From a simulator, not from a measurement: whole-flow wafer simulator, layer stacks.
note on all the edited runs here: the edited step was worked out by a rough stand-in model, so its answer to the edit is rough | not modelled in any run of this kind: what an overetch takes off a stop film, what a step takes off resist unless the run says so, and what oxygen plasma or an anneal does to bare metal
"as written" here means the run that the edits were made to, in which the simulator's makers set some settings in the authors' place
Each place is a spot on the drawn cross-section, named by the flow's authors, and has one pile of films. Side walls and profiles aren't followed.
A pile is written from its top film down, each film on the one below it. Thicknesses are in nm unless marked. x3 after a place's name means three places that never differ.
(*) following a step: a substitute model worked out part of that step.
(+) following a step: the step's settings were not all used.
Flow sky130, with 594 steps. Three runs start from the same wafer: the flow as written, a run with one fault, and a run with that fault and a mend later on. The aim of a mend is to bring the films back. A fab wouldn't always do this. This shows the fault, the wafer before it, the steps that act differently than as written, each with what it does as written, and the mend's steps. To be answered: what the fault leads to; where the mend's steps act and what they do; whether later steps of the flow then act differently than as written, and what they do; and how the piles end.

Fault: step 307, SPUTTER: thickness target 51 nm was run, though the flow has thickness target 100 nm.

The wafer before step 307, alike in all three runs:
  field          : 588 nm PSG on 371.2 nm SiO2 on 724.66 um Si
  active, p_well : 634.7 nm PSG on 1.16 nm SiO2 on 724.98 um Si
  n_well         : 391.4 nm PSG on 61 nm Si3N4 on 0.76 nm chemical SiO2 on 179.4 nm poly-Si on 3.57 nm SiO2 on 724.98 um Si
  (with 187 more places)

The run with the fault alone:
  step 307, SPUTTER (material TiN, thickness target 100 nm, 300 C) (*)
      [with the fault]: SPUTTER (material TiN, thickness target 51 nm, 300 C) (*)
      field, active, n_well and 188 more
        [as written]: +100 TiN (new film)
        [with the fault]: +51 TiN (new film)
  Later steps of the flow acting differently than as written (1 more step, not shown, differs only slightly: by at most 2% or 0.5 nm, whichever is larger):
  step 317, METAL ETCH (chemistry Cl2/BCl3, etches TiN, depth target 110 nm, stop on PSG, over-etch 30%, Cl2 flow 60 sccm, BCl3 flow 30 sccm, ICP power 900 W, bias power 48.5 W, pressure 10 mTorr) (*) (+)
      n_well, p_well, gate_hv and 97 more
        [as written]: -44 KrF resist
        [with the fault]: -25.8 KrF resist
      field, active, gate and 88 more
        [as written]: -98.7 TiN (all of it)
        [with the fault]: -49.7 TiN (all of it)
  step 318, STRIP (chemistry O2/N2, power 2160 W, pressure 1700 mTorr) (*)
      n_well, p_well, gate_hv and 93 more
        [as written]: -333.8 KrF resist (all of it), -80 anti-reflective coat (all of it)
        [with the fault]: -352 KrF resist (all of it), -80 anti-reflective coat (all of it)
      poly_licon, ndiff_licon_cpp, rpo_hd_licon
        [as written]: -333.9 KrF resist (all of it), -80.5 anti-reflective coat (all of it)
        [with the fault]: -352 KrF resist (all of it), -80.5 anti-reflective coat (all of it)
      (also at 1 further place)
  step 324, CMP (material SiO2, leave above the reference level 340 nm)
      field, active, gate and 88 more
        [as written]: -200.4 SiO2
        [with the fault]: -249.4 SiO2
  By the end, the piles at n_well, p_well, gate_hv and 118 more depart from the flow's by more than 2% or 0.5 nm, whichever is larger.
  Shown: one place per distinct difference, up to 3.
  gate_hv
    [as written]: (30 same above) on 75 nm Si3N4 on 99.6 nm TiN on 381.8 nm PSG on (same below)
    [with the fault]: (30 same above) on 75 nm Si3N4 on 50.6 nm TiN on 381.8 nm PSG on (same below)
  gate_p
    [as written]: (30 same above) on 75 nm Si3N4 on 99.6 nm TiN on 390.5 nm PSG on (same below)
    [with the fault]: (30 same above) on 75 nm Si3N4 on 50.6 nm TiN on 390.5 nm PSG on (same below)
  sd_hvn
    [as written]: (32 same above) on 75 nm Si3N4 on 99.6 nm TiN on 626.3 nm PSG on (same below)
    [with the fault]: (32 same above) on 75 nm Si3N4 on 50.6 nm TiN on 626.3 nm PSG on (same below)

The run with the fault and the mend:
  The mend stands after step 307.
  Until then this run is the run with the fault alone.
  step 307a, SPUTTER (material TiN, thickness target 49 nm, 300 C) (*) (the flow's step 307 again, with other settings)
      field, active, n_well and 188 more
        +49 TiN
  Every later step of the flow that is run acts as written, at every place that is followed, to within 2% or 0.5 nm, whichever is larger.
  The piles end the same as the flow's at every place that both follow.
